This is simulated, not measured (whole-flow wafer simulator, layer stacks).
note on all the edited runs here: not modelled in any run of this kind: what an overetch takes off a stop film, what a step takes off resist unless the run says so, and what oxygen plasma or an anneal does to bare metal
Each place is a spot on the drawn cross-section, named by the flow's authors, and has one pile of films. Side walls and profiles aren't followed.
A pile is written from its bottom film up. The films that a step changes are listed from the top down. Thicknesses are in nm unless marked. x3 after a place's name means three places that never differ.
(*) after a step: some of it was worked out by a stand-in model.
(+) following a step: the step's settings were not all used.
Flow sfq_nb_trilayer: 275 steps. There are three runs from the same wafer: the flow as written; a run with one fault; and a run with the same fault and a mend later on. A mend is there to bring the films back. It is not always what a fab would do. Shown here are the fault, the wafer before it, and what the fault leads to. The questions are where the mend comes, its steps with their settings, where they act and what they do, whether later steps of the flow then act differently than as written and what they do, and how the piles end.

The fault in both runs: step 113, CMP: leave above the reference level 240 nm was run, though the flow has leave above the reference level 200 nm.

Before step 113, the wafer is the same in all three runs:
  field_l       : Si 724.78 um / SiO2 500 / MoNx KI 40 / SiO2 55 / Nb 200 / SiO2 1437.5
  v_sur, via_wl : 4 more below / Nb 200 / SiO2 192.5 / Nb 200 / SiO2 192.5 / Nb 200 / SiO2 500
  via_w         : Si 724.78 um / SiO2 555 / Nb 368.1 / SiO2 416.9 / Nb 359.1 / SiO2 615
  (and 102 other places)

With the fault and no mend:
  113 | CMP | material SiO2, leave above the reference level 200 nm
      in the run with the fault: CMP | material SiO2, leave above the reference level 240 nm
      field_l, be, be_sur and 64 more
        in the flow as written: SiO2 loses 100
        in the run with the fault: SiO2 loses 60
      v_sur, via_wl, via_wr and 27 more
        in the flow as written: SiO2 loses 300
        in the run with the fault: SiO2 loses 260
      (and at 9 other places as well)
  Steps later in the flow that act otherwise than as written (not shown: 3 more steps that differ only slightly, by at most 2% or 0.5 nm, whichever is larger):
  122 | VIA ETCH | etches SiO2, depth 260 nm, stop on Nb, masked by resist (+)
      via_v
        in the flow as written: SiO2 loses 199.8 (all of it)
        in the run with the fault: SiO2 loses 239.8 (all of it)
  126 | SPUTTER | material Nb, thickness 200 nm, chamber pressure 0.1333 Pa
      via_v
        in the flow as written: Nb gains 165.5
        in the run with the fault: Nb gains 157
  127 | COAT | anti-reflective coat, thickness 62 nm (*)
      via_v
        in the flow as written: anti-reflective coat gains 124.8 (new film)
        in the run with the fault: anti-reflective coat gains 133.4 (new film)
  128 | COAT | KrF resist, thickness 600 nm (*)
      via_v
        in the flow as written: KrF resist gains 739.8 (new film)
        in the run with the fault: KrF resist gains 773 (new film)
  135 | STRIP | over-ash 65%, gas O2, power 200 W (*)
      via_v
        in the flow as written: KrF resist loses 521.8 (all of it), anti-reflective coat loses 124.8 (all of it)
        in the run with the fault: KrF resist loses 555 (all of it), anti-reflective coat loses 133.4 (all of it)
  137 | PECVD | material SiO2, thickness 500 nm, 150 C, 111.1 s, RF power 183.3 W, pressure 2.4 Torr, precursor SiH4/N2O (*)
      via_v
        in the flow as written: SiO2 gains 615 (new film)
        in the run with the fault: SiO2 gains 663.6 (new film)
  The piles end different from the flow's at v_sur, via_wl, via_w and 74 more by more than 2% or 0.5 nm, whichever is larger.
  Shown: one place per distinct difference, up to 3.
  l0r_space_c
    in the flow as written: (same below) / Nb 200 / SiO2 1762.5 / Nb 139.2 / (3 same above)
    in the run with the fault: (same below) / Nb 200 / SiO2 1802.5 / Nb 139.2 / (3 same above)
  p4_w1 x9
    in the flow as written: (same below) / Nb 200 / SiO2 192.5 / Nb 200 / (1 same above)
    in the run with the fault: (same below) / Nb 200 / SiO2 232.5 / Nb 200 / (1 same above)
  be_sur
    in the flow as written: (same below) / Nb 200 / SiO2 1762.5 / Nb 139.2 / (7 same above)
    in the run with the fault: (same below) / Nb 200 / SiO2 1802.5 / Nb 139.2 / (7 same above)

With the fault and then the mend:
  After step 114 comes the mend.
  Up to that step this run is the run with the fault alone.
  114a | CMP | material SiO2, leave above the reference level 200 nm (the flow's step 113 again)
      field_l, v_sur, via_wl and 103 more
        SiO2 loses 40
  Later steps of the flow that are run all act as written at every place that is followed.
  By the end, the piles equal the flow's at every place that both follow.
